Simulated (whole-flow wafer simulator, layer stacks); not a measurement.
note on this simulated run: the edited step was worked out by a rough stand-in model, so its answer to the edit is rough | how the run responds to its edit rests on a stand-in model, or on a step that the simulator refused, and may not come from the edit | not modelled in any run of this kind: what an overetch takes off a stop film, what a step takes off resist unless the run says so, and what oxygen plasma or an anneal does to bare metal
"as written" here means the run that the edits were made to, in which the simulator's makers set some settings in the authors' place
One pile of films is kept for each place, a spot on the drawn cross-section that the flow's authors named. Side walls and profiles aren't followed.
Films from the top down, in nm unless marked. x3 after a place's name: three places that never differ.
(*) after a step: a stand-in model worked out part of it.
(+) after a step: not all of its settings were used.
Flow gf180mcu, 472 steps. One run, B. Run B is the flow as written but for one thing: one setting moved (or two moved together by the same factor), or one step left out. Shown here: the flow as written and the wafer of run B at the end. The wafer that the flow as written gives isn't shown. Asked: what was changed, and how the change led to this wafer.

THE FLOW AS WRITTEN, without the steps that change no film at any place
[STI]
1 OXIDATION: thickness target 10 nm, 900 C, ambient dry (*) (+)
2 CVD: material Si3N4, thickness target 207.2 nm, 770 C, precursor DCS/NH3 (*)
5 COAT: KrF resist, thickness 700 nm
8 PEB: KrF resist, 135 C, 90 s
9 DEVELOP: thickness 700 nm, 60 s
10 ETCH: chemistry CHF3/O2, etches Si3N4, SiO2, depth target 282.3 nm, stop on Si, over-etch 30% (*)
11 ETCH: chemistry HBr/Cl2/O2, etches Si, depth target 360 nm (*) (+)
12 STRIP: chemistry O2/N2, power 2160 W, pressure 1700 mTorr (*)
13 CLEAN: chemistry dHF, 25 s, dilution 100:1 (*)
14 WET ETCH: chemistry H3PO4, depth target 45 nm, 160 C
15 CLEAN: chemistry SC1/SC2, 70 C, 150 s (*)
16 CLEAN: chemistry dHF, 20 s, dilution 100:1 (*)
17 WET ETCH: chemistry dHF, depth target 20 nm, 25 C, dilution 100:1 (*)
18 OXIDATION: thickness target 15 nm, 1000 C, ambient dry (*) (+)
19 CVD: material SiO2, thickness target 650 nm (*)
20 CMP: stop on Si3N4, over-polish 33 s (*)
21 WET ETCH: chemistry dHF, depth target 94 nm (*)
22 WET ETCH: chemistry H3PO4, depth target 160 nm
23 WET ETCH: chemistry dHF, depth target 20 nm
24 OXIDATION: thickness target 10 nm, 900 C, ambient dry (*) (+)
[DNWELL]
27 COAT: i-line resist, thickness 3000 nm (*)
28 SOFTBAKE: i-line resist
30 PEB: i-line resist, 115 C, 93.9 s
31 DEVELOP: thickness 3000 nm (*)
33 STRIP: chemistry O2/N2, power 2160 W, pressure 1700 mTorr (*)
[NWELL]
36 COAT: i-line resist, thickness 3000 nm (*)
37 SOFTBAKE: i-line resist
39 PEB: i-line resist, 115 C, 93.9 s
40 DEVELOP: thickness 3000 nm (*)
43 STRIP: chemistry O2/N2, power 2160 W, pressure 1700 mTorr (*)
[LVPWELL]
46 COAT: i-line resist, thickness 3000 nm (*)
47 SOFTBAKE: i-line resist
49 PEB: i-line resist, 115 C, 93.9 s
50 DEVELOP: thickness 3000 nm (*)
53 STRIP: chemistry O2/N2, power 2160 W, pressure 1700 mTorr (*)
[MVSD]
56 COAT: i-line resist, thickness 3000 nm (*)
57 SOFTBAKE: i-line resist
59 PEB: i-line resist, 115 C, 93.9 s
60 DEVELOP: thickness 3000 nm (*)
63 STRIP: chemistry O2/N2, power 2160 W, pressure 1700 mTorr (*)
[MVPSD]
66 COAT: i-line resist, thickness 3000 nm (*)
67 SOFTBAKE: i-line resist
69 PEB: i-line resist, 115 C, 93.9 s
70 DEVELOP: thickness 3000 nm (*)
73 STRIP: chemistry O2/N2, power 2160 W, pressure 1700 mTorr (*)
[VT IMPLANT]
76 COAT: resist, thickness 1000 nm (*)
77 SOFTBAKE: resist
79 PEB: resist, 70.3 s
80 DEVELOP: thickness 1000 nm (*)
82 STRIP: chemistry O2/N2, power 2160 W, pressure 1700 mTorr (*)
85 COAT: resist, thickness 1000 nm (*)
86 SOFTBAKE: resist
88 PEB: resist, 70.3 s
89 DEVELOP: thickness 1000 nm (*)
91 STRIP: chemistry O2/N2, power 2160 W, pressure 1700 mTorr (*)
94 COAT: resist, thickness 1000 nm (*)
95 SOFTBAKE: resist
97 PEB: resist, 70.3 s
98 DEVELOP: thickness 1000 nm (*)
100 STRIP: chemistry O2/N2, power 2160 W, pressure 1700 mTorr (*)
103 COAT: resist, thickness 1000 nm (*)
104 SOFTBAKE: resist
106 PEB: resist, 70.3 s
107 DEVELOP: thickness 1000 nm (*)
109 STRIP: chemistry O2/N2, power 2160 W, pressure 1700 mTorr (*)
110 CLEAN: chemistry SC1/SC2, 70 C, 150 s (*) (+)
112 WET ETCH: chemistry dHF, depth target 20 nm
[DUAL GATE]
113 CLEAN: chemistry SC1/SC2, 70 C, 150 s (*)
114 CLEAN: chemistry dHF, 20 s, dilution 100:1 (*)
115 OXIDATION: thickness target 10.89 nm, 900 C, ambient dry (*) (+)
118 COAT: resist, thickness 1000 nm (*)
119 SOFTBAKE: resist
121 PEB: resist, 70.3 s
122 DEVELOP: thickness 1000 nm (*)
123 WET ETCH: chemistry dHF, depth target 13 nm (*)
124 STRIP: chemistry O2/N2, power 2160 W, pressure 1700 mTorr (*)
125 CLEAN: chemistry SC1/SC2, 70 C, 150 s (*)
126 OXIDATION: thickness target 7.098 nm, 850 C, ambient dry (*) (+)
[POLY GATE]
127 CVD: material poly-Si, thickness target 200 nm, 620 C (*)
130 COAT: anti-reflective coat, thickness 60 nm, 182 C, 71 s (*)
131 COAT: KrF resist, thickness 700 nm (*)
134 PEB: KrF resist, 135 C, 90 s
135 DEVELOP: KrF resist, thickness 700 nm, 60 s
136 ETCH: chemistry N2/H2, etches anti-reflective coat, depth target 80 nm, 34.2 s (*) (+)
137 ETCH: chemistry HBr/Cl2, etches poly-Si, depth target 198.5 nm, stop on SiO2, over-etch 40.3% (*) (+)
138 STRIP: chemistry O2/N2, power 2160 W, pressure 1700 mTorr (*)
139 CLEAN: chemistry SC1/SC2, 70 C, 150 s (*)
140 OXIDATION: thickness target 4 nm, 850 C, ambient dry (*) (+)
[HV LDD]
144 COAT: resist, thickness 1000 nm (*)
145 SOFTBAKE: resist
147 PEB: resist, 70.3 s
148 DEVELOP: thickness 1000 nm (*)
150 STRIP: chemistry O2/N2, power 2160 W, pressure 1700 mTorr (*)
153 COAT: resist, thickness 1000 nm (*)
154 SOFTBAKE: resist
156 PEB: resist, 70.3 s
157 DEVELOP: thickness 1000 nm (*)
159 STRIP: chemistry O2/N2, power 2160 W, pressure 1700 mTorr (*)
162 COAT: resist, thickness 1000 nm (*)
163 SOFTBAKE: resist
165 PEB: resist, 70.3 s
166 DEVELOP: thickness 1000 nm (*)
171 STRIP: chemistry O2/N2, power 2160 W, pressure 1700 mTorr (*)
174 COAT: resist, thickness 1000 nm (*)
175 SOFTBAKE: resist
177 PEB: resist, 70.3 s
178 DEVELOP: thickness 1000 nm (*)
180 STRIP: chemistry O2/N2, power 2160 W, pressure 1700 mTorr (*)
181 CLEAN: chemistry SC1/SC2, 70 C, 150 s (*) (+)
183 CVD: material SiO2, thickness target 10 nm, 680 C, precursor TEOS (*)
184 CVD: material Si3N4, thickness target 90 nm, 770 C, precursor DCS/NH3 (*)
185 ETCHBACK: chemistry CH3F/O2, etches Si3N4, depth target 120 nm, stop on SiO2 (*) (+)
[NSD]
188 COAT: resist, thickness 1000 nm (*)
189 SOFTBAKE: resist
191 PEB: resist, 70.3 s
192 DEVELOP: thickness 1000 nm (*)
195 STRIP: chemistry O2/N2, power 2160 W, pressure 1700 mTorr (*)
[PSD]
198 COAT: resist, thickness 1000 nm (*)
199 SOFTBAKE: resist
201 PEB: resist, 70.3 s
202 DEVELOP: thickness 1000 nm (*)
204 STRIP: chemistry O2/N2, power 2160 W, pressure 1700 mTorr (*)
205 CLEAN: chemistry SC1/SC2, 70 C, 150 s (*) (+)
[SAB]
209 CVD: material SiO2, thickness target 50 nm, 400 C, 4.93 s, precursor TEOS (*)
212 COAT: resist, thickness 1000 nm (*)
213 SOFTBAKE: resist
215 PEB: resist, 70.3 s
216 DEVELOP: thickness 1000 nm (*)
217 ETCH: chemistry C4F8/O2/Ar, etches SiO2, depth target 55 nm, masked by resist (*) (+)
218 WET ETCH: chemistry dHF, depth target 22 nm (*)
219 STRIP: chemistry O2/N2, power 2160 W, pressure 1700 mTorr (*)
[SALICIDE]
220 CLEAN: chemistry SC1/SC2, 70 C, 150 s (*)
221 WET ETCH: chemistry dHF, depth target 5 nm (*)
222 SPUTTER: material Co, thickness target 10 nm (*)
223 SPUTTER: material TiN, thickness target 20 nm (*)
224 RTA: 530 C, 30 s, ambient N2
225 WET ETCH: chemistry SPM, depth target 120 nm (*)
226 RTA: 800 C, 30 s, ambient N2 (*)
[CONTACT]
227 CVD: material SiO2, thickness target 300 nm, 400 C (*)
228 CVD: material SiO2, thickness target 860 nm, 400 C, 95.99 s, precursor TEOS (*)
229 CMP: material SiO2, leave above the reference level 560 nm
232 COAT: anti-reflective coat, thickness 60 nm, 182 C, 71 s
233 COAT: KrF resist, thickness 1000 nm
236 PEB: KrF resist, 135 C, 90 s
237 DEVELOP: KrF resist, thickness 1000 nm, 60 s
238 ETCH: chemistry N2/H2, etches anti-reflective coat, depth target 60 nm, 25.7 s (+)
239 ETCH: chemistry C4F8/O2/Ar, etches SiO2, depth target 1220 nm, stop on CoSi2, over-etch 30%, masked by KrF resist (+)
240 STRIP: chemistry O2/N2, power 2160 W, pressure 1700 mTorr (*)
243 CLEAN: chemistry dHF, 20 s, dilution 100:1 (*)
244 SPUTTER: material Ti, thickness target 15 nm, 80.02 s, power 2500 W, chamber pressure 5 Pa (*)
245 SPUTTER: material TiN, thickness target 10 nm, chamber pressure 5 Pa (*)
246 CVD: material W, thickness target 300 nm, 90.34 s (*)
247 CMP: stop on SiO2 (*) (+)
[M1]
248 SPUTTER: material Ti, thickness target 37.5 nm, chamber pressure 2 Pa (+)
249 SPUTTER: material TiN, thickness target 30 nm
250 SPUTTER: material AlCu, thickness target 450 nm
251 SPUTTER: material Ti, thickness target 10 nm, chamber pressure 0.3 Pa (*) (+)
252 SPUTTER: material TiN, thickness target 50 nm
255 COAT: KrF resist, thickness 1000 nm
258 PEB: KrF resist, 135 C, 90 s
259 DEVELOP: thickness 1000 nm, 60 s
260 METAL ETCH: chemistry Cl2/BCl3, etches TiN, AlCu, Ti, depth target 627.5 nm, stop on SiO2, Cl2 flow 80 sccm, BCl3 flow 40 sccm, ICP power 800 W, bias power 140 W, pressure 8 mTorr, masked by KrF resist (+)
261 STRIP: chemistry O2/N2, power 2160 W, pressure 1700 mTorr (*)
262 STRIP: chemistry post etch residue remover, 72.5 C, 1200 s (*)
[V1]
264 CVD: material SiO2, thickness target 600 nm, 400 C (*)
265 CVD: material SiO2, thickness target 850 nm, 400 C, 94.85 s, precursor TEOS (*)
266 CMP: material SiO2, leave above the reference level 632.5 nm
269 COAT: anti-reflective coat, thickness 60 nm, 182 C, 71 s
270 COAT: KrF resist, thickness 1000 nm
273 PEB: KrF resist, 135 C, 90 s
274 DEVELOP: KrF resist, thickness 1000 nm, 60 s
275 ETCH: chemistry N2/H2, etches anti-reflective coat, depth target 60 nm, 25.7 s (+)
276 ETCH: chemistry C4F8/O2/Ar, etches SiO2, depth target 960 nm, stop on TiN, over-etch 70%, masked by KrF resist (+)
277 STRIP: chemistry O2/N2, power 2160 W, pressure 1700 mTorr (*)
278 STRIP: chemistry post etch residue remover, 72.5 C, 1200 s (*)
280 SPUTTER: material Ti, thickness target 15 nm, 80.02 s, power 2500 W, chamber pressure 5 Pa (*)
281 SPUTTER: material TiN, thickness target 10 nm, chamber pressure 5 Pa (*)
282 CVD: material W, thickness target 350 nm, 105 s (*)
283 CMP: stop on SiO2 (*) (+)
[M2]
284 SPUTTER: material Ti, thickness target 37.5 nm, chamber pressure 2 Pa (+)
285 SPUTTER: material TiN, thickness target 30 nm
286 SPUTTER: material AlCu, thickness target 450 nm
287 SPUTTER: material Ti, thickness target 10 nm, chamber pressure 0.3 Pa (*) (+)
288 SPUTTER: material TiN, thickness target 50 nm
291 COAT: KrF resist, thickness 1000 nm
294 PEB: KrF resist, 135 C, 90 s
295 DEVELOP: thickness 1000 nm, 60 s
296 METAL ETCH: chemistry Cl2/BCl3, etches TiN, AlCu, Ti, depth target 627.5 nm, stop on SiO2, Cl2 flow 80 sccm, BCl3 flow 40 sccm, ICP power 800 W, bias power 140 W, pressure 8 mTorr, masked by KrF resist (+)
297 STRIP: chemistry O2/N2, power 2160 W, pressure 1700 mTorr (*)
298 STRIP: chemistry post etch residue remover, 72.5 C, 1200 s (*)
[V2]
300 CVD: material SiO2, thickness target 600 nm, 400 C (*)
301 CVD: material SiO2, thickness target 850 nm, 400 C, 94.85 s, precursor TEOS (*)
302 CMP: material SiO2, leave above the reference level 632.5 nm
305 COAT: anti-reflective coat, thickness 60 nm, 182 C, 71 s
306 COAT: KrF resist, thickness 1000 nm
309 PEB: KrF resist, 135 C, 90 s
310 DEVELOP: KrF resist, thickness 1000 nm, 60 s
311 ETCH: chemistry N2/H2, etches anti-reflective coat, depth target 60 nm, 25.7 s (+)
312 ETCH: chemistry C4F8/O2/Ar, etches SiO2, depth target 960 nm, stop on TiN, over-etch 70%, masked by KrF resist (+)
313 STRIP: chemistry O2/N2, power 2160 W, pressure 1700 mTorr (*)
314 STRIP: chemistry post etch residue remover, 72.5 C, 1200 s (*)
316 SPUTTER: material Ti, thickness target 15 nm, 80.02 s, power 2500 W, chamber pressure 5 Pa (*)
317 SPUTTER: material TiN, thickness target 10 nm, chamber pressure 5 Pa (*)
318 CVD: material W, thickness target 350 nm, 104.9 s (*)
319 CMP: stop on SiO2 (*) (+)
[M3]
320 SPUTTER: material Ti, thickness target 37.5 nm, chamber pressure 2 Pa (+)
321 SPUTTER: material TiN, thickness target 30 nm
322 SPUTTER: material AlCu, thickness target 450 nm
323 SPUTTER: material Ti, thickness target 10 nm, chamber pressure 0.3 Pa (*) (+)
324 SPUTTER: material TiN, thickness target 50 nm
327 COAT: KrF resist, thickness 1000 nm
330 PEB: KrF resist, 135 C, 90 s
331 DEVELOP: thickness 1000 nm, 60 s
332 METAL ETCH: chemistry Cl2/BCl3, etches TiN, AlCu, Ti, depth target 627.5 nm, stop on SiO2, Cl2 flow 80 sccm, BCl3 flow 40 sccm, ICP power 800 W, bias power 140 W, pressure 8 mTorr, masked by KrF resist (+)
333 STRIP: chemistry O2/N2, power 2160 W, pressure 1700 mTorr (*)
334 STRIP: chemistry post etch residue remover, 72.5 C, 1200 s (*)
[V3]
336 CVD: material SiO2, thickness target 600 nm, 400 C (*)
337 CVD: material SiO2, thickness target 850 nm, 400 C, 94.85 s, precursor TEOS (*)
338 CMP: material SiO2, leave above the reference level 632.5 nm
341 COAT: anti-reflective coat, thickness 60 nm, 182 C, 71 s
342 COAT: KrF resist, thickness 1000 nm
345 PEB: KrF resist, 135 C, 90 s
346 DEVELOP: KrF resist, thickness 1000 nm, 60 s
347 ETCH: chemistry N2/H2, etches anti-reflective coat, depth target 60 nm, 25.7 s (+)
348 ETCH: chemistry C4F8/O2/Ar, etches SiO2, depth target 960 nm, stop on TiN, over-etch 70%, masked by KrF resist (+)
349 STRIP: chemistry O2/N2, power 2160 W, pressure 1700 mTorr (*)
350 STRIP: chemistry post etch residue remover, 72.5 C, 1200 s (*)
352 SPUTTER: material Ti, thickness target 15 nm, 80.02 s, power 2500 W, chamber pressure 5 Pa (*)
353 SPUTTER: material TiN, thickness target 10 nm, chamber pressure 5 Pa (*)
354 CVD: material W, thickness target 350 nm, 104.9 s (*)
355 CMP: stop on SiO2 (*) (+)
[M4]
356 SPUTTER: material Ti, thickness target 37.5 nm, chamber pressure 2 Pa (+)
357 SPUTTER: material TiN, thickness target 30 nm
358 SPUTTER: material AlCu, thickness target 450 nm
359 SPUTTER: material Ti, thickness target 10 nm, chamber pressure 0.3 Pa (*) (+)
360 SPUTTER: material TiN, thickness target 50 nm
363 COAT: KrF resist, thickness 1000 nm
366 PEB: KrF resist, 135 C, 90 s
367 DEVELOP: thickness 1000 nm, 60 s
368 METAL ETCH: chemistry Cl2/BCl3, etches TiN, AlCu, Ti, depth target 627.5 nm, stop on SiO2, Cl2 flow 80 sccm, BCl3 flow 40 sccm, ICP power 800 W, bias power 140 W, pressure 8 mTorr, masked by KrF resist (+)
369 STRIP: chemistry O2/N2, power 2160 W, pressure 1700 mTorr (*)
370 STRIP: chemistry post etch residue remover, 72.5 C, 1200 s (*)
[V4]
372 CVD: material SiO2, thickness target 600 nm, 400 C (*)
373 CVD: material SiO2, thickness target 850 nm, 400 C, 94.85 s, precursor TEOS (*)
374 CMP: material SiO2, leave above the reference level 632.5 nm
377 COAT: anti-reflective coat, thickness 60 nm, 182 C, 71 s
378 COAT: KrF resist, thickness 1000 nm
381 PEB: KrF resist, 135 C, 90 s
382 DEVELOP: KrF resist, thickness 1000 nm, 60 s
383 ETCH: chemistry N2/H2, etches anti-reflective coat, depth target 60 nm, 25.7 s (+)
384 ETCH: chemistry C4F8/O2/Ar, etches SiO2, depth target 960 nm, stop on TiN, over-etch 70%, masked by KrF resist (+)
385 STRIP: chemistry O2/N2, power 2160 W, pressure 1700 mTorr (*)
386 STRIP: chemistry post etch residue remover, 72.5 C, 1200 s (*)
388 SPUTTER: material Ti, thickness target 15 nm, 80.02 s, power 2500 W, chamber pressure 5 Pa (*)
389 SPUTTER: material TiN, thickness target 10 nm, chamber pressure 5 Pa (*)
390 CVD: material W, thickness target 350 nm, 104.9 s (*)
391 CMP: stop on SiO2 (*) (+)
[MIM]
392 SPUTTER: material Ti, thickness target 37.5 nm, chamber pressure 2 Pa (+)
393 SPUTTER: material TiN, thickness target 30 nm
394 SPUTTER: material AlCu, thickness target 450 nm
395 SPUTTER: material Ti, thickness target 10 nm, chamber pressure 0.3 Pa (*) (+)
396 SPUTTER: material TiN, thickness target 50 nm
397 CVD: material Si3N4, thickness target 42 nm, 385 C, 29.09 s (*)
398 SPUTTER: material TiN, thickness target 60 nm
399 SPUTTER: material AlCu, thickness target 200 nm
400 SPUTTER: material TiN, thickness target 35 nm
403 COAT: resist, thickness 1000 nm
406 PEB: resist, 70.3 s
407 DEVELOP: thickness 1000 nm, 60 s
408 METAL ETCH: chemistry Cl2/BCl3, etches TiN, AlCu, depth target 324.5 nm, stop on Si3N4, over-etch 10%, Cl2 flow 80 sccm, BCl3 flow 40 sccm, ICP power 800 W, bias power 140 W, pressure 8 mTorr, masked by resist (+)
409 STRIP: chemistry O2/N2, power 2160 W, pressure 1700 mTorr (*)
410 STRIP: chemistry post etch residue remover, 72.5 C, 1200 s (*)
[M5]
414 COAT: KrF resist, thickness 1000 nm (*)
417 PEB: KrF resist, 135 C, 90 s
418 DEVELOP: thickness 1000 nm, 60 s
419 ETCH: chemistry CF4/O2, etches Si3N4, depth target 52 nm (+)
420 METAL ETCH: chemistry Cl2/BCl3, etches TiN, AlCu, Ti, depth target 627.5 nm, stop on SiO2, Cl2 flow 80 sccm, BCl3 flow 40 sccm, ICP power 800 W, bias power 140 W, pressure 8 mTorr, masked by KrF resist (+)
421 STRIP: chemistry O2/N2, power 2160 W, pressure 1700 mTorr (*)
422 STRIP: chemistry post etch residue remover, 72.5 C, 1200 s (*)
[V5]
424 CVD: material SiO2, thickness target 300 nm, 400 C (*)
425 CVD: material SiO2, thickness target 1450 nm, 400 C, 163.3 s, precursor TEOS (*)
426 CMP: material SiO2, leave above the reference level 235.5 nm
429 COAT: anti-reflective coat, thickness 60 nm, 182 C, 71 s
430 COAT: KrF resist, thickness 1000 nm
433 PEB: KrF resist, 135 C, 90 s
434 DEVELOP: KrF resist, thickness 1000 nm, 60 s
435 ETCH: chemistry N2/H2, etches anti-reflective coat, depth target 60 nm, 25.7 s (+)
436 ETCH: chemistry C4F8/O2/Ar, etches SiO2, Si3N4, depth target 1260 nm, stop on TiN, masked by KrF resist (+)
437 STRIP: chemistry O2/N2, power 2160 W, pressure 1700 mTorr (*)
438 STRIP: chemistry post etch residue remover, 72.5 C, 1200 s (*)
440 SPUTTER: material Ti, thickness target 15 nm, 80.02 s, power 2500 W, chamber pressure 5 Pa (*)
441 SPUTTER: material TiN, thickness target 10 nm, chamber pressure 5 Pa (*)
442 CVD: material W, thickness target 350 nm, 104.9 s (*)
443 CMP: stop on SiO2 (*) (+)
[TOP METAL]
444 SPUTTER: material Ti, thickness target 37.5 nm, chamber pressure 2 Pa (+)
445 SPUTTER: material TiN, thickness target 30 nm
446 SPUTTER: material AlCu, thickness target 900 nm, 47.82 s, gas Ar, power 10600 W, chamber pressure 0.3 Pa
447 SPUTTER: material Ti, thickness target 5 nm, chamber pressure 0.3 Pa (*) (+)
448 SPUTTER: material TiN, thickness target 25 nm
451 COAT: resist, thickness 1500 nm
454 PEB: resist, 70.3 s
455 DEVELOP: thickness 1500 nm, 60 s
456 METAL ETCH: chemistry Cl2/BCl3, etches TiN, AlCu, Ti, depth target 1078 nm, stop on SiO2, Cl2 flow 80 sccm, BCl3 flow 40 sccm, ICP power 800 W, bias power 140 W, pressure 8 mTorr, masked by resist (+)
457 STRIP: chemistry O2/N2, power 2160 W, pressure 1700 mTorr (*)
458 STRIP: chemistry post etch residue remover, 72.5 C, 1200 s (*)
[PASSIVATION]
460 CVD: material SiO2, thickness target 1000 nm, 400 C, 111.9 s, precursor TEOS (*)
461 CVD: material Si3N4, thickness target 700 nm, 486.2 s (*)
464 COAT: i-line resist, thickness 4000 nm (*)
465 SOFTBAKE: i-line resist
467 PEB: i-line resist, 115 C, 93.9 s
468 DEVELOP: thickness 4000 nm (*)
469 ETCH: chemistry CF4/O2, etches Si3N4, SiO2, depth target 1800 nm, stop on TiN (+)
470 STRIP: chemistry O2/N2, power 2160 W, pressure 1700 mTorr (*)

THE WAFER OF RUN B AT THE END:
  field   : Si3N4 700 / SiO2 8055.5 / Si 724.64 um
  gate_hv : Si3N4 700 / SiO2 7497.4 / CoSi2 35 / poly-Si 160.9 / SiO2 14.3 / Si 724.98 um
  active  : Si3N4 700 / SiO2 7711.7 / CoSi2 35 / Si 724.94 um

The cause: step 460, CVD: thickness target 825 nm was run, where the flow has thickness target 1000 nm; step 460, CVD: 92.35 s was run, where the flow has 111.9 s.

How the change led to this, step by step:
  460 CVD: material SiO2, thickness target 1000 nm, 400 C, 111.9 s, precursor TEOS (*)
      field, field__w1, field__w2 and 103 more: SiO2 +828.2 (as written it would be: SiO2 +1000)
      field__w8, contact, m1, m1__w1, pad, m1_nw: SiO2 +828.2 (new film) (as written it would be: SiO2 +1000 (new film))
  465 SOFTBAKE: i-line resist
      gate: i-line resist -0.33 (as written it would be: i-line resist +1.79)
      ld_acc_p, ld_fp_p, ld_drift_p: i-line resist +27 (as written it would be: i-line resist +33.8)
      (and at 57 more places)
  469 ETCH: chemistry CF4/O2, etches Si3N4, SiO2, depth target 1800 nm, stop on TiN (+)
      pad: Si3N4 -700 (all of it), SiO2 -828.2 (all of it) (as written it would be: Si3N4 -700 (all of it), SiO2 -1000 (all of it))
